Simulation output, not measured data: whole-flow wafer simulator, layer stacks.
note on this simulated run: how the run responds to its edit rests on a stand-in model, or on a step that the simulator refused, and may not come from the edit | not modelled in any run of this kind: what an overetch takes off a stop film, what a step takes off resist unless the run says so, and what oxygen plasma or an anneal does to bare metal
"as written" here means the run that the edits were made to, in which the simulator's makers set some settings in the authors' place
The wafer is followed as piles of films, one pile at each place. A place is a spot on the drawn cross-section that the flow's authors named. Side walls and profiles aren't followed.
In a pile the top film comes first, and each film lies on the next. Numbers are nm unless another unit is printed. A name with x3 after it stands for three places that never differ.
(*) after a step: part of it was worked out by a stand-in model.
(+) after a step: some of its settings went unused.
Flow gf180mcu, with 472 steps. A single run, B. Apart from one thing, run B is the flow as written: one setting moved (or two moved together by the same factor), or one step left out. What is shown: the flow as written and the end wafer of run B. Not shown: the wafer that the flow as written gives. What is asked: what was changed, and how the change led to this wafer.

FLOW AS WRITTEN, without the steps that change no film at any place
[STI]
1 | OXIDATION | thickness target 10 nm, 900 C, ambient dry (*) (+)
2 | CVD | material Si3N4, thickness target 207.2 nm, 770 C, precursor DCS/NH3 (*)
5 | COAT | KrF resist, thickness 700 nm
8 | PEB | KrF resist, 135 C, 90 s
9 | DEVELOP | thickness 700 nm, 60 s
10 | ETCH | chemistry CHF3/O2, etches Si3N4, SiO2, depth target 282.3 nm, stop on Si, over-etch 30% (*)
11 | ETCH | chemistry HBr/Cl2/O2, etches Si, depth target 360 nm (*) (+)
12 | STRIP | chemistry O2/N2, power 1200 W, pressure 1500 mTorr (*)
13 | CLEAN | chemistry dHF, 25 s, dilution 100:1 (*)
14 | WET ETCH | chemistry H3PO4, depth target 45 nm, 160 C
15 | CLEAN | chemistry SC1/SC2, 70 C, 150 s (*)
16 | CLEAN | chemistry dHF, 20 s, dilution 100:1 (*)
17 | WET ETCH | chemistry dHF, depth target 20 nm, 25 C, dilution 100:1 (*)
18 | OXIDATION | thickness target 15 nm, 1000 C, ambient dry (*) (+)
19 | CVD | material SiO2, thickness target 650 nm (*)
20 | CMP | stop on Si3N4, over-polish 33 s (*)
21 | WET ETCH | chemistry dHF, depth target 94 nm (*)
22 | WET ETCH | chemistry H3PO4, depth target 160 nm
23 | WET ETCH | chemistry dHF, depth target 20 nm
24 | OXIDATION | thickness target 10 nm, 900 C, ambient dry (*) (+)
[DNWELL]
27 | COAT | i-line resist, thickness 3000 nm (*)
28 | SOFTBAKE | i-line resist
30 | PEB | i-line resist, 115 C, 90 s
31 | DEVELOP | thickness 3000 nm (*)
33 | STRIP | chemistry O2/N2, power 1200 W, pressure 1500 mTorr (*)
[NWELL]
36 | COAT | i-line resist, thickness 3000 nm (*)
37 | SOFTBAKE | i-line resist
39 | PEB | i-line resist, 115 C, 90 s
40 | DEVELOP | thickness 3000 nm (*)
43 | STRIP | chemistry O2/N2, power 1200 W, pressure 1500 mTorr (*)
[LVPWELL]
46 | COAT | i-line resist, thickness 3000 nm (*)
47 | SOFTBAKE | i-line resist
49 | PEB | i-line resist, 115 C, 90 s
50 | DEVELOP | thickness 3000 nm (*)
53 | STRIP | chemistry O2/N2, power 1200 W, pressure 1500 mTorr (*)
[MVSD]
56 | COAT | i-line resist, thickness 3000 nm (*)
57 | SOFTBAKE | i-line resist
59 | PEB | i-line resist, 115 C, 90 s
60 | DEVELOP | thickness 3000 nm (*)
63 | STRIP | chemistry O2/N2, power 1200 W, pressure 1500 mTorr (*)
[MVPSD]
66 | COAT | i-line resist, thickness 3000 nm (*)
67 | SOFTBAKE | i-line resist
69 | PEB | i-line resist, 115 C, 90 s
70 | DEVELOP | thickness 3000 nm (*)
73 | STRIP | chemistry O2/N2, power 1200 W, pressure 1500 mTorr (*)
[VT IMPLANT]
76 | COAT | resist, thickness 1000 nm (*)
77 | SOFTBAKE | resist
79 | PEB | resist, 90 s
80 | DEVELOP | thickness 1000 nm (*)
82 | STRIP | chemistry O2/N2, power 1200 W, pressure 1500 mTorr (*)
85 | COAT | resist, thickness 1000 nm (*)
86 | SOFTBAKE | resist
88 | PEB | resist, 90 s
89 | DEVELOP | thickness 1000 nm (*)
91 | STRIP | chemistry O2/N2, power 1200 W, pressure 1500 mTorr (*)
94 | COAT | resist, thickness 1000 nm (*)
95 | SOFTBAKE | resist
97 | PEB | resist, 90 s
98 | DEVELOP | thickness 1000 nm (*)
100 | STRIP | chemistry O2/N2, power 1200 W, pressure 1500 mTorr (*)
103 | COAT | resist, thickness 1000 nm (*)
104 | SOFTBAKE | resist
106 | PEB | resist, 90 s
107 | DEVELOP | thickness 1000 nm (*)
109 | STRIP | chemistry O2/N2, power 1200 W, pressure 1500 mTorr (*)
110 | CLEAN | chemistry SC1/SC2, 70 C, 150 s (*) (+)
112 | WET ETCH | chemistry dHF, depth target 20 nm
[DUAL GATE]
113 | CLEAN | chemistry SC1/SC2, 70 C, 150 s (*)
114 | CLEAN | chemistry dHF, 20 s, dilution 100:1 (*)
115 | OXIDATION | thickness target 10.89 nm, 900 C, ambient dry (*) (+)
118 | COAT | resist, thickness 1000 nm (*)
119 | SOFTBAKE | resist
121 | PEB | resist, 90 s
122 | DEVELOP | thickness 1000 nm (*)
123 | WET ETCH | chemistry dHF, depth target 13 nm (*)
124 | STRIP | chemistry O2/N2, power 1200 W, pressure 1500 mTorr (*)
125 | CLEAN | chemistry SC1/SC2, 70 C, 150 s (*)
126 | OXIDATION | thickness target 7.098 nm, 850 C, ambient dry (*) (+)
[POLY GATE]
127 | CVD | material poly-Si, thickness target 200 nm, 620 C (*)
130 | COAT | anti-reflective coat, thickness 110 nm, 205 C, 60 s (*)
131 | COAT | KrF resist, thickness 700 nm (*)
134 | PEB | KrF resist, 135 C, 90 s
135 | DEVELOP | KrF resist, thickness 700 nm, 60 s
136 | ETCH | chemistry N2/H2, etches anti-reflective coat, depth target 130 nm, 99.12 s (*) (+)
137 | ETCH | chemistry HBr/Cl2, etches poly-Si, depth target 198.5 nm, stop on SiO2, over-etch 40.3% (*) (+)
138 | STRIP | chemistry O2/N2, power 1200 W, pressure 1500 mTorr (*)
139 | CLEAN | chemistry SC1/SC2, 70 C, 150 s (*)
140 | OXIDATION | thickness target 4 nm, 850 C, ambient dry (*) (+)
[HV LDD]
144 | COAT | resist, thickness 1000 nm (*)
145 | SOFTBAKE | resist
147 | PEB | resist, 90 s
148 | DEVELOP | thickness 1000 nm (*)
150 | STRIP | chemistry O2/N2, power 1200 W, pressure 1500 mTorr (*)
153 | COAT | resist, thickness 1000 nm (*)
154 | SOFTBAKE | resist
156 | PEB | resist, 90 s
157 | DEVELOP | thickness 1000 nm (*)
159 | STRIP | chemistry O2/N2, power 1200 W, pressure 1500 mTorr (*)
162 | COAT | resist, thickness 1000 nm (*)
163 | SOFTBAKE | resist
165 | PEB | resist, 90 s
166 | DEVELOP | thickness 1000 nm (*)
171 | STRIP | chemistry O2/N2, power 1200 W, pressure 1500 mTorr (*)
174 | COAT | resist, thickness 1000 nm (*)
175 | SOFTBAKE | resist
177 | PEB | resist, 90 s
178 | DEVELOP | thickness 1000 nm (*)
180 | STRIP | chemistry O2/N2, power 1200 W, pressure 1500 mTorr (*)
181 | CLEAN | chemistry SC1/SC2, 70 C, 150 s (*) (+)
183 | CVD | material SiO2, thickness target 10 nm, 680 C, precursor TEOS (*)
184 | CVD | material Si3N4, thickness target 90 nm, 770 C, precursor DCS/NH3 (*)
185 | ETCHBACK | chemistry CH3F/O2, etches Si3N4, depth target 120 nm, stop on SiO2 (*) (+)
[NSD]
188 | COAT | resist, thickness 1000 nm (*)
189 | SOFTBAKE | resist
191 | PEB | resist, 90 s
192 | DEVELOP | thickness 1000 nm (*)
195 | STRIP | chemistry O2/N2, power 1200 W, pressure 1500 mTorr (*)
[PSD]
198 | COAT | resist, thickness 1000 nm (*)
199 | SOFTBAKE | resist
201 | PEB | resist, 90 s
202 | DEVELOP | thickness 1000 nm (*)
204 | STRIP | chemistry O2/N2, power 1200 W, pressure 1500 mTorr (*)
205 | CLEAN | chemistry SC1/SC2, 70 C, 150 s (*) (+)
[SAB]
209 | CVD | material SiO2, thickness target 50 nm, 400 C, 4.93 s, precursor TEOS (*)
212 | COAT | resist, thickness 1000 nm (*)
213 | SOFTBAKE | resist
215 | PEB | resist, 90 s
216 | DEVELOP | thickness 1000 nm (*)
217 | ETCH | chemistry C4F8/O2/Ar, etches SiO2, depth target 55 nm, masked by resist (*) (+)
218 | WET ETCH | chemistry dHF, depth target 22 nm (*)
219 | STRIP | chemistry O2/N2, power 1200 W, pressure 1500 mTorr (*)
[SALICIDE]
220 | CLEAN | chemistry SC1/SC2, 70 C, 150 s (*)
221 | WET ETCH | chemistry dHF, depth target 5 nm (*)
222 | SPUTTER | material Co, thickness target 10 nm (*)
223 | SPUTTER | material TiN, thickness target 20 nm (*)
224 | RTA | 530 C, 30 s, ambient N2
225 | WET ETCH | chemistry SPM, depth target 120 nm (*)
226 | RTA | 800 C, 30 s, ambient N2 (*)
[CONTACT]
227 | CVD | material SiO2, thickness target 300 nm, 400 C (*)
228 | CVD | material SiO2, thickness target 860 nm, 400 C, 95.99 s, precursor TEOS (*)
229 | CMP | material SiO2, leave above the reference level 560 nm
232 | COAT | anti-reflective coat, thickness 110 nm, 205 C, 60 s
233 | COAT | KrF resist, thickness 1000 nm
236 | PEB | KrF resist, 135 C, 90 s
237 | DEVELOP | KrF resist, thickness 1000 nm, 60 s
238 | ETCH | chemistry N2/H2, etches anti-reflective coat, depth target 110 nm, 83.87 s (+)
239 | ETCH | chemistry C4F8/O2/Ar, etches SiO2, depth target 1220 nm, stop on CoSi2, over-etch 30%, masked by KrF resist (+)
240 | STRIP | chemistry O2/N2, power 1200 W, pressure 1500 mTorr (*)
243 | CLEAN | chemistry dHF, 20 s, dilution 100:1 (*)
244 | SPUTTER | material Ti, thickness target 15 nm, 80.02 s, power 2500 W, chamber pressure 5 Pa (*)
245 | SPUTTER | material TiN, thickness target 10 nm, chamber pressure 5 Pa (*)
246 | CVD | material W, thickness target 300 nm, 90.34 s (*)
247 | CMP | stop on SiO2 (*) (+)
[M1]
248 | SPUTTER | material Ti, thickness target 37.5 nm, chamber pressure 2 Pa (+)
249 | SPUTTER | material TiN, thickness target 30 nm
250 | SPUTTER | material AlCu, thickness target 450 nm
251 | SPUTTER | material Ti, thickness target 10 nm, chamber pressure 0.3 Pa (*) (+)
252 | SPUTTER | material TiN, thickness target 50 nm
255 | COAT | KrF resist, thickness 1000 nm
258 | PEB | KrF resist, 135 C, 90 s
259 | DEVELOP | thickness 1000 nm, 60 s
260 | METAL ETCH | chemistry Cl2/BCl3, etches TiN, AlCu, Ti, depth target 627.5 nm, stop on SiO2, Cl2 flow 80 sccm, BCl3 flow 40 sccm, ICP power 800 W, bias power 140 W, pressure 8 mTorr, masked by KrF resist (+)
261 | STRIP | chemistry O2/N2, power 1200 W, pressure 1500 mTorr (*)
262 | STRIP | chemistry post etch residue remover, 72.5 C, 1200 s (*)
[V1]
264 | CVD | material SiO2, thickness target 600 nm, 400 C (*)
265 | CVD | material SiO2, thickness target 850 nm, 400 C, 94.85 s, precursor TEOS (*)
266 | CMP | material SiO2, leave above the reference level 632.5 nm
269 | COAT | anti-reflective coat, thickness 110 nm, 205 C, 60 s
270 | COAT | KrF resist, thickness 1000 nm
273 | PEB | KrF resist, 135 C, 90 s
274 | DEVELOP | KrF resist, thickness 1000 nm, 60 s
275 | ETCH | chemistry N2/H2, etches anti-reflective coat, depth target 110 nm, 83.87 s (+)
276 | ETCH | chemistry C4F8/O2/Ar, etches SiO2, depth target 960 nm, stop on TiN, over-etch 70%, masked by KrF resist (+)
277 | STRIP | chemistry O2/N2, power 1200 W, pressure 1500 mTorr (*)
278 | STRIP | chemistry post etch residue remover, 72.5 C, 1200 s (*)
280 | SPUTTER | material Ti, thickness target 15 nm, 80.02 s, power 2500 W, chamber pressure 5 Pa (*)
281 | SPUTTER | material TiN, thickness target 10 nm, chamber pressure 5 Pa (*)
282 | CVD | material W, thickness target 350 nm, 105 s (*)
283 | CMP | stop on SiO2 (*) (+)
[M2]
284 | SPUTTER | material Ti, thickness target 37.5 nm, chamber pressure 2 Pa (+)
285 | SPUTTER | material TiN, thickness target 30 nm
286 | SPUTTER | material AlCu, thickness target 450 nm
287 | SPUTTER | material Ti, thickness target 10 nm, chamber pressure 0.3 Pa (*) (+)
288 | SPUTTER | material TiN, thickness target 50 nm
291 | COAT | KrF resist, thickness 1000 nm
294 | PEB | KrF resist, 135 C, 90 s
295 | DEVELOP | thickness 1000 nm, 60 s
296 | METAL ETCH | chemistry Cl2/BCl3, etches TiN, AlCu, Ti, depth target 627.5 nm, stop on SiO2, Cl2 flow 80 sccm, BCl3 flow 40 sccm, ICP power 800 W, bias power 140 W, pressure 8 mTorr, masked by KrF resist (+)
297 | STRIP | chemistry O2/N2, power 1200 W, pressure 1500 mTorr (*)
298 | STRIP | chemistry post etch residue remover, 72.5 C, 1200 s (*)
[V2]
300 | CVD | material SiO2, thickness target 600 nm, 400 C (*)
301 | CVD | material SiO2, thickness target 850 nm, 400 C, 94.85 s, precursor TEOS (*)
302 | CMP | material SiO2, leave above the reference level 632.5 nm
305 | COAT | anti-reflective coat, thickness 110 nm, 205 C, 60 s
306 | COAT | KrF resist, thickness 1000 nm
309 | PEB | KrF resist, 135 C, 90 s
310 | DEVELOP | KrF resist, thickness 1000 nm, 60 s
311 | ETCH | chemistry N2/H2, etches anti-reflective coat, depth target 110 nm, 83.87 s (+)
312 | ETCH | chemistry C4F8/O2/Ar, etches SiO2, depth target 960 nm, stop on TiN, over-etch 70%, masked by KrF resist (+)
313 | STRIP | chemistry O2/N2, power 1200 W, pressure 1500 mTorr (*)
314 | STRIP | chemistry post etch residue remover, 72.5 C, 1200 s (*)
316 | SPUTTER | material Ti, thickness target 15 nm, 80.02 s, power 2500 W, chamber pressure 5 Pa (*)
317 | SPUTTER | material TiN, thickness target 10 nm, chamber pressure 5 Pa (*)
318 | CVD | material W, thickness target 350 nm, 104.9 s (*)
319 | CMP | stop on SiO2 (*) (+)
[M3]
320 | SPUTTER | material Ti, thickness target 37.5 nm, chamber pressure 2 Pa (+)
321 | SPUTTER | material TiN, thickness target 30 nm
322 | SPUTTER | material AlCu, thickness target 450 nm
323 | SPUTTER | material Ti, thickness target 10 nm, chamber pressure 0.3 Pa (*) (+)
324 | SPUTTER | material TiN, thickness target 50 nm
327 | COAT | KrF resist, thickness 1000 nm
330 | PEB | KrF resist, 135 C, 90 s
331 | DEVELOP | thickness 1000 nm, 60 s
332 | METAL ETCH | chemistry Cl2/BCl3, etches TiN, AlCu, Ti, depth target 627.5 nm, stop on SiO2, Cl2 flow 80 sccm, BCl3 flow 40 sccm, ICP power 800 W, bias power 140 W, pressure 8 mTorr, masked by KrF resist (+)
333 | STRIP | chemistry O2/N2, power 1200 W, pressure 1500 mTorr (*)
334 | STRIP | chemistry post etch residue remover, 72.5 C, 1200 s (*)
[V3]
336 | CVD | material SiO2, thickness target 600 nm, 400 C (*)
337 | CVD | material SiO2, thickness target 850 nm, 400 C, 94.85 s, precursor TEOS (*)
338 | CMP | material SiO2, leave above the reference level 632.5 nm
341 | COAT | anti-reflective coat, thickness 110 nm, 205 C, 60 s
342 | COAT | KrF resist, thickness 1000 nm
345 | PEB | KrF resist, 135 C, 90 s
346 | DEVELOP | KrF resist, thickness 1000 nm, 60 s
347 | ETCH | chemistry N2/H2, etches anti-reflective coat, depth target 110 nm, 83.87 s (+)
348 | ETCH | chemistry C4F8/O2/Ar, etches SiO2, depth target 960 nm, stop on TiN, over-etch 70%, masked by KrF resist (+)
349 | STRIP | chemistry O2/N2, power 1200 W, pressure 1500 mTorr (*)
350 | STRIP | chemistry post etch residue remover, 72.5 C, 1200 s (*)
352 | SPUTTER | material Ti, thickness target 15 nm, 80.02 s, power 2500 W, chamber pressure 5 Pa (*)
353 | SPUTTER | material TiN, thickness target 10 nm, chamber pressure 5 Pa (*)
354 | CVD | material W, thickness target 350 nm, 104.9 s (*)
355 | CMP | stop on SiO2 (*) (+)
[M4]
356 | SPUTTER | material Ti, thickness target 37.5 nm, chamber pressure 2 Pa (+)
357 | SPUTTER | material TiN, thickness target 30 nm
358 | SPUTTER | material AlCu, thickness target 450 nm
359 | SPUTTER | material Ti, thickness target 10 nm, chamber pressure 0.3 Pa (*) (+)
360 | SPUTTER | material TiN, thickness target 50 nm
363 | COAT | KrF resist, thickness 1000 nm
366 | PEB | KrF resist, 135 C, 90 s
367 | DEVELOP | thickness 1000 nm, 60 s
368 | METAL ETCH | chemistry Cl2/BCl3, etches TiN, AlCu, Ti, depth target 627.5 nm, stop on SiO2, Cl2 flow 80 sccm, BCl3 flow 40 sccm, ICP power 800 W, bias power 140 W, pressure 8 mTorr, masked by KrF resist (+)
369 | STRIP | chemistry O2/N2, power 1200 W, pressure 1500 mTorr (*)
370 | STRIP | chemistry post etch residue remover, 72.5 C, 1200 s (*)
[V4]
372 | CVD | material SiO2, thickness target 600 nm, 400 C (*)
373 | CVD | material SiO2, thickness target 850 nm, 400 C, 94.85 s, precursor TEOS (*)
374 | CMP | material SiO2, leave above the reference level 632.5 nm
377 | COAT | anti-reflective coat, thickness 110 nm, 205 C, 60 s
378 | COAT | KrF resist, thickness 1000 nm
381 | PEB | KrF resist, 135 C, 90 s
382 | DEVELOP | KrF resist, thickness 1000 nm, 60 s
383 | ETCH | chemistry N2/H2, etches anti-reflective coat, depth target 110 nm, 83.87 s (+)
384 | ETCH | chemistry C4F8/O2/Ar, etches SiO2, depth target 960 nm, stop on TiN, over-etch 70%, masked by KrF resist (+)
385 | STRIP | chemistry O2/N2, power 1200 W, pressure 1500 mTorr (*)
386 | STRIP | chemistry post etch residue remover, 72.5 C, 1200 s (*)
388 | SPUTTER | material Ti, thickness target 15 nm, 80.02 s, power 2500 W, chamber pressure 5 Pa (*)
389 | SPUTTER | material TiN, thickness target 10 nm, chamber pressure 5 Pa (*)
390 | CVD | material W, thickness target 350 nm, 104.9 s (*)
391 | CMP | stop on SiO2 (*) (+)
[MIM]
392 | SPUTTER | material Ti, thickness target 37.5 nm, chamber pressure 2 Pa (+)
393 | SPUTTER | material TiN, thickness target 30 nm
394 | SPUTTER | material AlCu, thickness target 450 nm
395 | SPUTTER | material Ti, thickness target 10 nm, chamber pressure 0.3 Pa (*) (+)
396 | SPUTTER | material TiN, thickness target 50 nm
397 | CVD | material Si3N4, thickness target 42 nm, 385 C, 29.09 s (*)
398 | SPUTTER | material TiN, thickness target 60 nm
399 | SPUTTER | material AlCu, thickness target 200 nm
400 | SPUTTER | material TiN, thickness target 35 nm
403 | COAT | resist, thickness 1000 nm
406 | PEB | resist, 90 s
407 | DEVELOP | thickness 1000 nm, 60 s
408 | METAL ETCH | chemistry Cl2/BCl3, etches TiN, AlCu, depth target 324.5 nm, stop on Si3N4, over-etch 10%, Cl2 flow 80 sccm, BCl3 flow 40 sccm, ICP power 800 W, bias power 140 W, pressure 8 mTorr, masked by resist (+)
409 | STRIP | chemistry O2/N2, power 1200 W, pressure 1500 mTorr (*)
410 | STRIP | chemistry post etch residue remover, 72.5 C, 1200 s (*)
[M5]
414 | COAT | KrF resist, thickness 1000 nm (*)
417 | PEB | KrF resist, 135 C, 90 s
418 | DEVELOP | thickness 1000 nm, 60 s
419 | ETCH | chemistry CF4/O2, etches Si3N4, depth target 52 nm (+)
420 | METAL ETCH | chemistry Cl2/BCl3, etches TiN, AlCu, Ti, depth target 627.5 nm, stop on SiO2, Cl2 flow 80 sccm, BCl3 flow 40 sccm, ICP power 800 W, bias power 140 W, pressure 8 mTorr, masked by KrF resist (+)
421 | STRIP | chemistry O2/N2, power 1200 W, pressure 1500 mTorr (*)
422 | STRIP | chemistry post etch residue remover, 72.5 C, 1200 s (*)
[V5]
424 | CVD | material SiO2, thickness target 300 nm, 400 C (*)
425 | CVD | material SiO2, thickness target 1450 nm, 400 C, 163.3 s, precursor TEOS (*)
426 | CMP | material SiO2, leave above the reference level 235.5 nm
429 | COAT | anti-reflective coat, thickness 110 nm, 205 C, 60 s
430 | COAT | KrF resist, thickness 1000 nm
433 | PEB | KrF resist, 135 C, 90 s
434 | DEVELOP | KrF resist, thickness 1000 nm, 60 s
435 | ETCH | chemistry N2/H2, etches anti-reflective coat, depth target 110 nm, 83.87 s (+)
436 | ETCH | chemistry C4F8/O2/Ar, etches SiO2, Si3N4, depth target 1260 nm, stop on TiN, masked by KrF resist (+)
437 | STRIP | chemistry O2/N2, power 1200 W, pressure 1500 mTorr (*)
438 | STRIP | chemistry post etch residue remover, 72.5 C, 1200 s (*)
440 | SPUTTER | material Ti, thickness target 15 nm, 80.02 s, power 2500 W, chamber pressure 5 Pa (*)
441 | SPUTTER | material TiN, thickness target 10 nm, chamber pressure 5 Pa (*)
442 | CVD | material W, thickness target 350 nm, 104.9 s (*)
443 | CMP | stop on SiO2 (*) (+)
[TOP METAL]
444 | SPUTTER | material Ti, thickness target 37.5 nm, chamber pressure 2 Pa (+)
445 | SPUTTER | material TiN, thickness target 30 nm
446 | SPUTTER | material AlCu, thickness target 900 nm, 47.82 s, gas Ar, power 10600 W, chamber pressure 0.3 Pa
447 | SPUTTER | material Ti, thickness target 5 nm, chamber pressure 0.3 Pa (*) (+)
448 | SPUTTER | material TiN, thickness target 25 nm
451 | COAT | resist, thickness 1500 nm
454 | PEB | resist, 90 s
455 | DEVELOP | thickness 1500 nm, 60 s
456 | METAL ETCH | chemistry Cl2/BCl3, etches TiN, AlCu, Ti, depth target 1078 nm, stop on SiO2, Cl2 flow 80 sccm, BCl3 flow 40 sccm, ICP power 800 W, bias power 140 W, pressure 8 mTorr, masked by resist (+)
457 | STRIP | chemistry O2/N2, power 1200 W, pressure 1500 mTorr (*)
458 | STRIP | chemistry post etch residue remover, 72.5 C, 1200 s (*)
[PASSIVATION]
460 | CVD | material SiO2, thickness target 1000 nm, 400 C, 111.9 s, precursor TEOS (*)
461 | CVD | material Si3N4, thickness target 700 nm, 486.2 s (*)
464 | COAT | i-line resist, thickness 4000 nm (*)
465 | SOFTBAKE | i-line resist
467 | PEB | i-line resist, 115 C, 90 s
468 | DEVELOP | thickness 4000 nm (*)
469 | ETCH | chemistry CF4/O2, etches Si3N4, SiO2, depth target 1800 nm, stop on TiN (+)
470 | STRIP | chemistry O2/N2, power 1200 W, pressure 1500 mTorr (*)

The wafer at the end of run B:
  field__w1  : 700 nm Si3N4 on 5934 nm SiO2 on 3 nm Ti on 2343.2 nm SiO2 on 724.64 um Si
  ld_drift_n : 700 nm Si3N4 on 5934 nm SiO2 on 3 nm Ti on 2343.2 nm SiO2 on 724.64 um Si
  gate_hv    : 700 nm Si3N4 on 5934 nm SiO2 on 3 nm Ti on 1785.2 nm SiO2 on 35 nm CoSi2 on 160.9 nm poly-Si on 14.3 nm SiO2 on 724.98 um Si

What caused this: step 286, SPUTTER: thickness target 503 nm was run, whereas the flow has thickness target 450 nm.

How this came from the change, step by step:
  286 | SPUTTER | material AlCu, thickness target 450 nm
      field, field__w1, field__w2 and 108 more: +503 AlCu (new film) (in the flow as written it would be: +450 AlCu (new film))
  296 | METAL ETCH | chemistry Cl2/BCl3, etches TiN, AlCu, Ti, depth target 627.5 nm, stop on SiO2, Cl2 flow 80 sccm, BCl3 flow 40 sccm, ICP power 800 W, bias power 140 W, pressure 8 mTorr, masked by KrF resist (+)
      field, field__w1, field__w2 and 103 more: -50 TiN (all of it), -10 Ti (all of it), -503 AlCu (all of it), -30 TiN (all of it), -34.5 Ti (in the flow as written it would be: -50 TiN (all of it), -10 Ti (all of it), -450 AlCu (all of it), -30 TiN (all of it), -37.5 Ti (all of it))
  300 | CVD | material SiO2, thickness target 600 nm, 400 C (*)
      field, field__w1, field__w2 and 103 more: +600 SiO2 (new film) (in the flow as written it would be: +600 SiO2)
  302 | CMP | material SiO2, leave above the reference level 632.5 nm
      field, field__w1, field__w2 and 103 more: -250 SiO2 (in the flow as written it would be: -300 SiO2)
If metal films that touch count as one body, field__w1 has 1 body; the flow as written gives 0 bodies.
If metal films that touch count as one body, ld_drift_n has 1 body; the flow as written gives 0 bodies.
If metal films that touch count as one body, gate_hv has 2 bodies (between them, from the top down: SiO2 1785.2); the flow as written gives 1 body.
